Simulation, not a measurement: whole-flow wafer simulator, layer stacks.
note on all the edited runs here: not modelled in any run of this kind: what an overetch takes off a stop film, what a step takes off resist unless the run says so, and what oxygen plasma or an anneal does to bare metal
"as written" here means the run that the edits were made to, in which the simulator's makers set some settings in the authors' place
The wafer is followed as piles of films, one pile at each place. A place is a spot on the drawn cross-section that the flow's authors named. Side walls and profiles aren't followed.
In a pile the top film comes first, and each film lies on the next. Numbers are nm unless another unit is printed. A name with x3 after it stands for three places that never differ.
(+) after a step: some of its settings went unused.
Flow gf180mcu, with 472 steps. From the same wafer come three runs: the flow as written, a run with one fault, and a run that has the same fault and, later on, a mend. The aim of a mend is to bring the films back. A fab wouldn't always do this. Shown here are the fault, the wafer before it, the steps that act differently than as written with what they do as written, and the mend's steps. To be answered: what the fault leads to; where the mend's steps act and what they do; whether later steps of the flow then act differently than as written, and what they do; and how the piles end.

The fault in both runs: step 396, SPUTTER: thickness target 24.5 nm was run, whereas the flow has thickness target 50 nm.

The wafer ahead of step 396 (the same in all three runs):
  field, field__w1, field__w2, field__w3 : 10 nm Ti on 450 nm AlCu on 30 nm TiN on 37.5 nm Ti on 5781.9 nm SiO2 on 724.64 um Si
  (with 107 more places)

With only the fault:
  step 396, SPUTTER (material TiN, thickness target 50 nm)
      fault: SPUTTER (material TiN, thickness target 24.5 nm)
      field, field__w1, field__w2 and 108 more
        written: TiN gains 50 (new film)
        fault: TiN gains 24.5 (new film)
  Later steps of the flow acting differently than as written (1 other step is not shown; it differs only slightly, by no more than 2% or 0.5 nm, whichever is larger):
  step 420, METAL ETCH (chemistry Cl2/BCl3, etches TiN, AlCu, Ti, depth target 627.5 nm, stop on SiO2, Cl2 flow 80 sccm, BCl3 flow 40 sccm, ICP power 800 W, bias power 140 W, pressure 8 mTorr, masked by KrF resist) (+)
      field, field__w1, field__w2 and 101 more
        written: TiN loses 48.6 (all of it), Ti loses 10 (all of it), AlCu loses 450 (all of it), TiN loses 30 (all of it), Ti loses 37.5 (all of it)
        fault: TiN loses 23.1 (all of it), Ti loses 10 (all of it), AlCu loses 450 (all of it), TiN loses 30 (all of it), Ti loses 37.5 (all of it)
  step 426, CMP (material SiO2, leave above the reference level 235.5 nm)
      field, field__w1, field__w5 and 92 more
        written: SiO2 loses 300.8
        fault: SiO2 loses 326.3
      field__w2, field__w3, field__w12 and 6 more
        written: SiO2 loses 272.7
        fault: SiO2 loses 299.3
  At field__w4, field__w8, contact, m1, m1__w1, mim, mim_1p0, m1_nw, the piles at the end differ from the flow's by more than 2% or 0.5 nm, whichever is larger.
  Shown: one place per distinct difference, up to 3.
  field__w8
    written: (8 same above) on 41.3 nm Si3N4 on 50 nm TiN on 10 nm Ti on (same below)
    fault: (8 same above) on 41.3 nm Si3N4 on 24.5 nm TiN on 10 nm Ti on (same below)
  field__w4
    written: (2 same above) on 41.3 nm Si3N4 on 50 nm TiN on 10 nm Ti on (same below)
    fault: (2 same above) on 41.3 nm Si3N4 on 24.5 nm TiN on 10 nm Ti on (same below)
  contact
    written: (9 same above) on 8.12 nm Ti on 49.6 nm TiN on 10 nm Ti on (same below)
    fault: (9 same above) on 8.12 nm Ti on 24.1 nm TiN on 10 nm Ti on (same below)

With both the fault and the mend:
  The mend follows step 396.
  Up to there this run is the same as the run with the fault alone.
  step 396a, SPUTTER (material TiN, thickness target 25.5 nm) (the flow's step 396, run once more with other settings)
      field, field__w1, field__w2 and 108 more
        TiN gains 25.5
  Later steps of the flow that are run all act as written at every place that is followed.
  The piles end the same as the flow's at every place that both follow.
